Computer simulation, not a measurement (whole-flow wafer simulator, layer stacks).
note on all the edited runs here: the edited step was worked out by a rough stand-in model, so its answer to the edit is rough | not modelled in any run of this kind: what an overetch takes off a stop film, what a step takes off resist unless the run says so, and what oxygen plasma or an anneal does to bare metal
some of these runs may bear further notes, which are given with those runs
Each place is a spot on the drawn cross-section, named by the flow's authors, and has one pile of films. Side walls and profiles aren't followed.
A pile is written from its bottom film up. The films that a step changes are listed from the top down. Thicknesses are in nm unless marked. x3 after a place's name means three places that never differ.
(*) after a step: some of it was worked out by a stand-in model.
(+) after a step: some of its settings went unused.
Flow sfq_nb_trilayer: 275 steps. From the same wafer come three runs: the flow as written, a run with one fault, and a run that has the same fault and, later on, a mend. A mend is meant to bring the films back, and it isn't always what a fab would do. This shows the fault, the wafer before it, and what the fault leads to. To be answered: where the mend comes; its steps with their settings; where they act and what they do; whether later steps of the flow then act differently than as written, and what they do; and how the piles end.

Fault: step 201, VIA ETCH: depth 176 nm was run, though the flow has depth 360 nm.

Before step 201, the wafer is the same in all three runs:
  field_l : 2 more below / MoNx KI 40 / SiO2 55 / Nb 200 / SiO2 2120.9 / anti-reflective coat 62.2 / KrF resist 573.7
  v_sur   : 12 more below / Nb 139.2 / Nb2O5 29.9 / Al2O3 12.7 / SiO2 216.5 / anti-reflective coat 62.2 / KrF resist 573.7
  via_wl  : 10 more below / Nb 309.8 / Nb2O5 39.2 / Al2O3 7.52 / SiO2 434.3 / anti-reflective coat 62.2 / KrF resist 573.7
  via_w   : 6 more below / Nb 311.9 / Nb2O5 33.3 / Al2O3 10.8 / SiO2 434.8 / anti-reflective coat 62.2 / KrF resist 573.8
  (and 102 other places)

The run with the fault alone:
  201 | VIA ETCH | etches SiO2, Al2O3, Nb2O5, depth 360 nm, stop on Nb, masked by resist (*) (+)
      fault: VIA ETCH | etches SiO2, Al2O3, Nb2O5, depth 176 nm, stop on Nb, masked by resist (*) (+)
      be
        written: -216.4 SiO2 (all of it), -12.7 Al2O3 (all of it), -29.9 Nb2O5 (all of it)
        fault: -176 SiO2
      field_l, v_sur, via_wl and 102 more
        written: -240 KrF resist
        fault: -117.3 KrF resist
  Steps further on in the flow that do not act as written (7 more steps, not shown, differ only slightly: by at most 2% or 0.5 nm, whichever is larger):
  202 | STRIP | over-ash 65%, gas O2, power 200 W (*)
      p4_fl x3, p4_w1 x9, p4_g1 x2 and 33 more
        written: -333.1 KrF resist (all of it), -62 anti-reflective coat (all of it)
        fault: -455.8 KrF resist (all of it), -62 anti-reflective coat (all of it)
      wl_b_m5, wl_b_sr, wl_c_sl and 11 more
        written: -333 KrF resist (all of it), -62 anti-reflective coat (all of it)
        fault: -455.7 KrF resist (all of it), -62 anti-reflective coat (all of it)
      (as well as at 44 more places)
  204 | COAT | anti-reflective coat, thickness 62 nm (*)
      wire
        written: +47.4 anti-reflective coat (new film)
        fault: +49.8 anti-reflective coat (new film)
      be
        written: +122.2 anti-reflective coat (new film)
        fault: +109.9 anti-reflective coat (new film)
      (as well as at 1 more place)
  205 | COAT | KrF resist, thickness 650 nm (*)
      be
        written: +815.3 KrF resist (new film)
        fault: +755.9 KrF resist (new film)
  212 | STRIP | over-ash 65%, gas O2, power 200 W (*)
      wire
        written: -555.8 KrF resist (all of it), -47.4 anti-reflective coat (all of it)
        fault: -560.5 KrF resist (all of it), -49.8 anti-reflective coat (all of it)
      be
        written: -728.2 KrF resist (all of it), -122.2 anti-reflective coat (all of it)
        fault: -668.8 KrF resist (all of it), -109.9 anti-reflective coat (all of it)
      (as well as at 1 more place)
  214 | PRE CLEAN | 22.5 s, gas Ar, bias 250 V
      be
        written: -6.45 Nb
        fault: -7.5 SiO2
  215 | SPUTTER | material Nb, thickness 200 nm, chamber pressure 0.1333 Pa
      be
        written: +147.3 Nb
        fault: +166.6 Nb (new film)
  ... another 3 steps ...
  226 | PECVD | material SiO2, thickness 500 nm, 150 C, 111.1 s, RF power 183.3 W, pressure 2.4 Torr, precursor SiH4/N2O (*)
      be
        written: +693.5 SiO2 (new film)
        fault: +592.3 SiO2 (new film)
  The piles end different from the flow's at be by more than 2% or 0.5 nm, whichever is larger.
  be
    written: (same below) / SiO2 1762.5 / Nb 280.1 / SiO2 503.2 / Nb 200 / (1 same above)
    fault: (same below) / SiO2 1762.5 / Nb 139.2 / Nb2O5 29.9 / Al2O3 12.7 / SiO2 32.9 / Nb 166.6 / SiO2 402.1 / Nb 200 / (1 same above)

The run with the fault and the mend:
  The mend stands after step 202.
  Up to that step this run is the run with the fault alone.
  202a | COAT | anti-reflective coat, thickness 62 nm (*) (the flow's step 194 again)
      p4_fl x3, p4_w1 x9, p4_g1 x2 and 50 more
        +62 anti-reflective coat (new film)
      field_l, wl_a_sl, wl_a_m6, wl_a_sr, wl_g_sr
        +61.9 anti-reflective coat (new film)
      v_sur, via_wl, gap
        +61.8 anti-reflective coat (new film)
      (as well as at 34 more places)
  202b | COAT | KrF resist, thickness 650 nm (the flow's step 195 again)
      p4_fl x3, p4_w1 x9, p4_g1 x2 and 33 more
        +650 KrF resist (new film)
      wl_b_m5, wl_b_sr, wl_c_sl and 12 more
        +649.9 KrF resist (new film)
      field_l, wl_a_sr, wl_g_sr
        +649.7 KrF resist (new film)
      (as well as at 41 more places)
  202c | SOFTBAKE | KrF resist (the flow's step 196 again)
      leaves every film unchanged at each place that is followed
  202d | EXPOSE | photomask I5, dose 12.41 mJ/cm2, NA 0.6, wavelength 248 nm (*) (the flow's step 197 again)
      leaves every film unchanged at each place that is followed
  202e | PEB | KrF resist, 90 s (the flow's step 198 again)
      field_l, v_sur, via_wl and 83 more
        -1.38 KrF resist
      via_wr, via_sp, via_v, wire
        -1.37 KrF resist
      ce_l, moat, field_r, wl_jj
        -1.39 KrF resist
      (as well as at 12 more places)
  202f | DEVELOP | KrF resist, thickness 650 nm, 60 s (the flow's step 199 again)
      field_l, v_sur, via_wl and 102 more
        -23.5 KrF resist
      be
        -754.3 KrF resist (all of it)
  202g | VIA ETCH | etches anti-reflective coat, depth 125 nm, masked by resist (+) (the flow's step 200 again)
      field_l, v_sur, via_wl and 102 more
        -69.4 KrF resist
      be
        -109.9 anti-reflective coat (all of it), -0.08 SiO2
  202h | VIA ETCH | etches SiO2, Al2O3, Nb2O5, depth 184 nm, stop on Nb, masked by resist (*) (+) (the flow's step 201 again, with other settings)
      field_l, v_sur, via_wl and 102 more
        -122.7 KrF resist
      be
        -40.3 SiO2 (all of it), -12.7 Al2O3 (all of it), -29.9 Nb2O5 (all of it)
  202i | STRIP | over-ash 65%, gas O2, power 200 W (*) (the flow's step 202 again)
      p4_fl x3, p4_w1 x9, p4_g1 x2 and 33 more
        -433 KrF resist (all of it), -62 anti-reflective coat (all of it)
      wl_b_sr, wl_c_sl, wl_c_m6 and 10 more
        -432.9 KrF resist (all of it), -62 anti-reflective coat (all of it)
      wl_b_sl, wl_b_m5, wl_g_sl, wl_g_m5
        -432.8 KrF resist (all of it), -62 anti-reflective coat (all of it)
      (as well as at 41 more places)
  Later steps of the flow that are run all act as written at every place that is followed.
  The piles end the same as the flow's at every place that both follow.
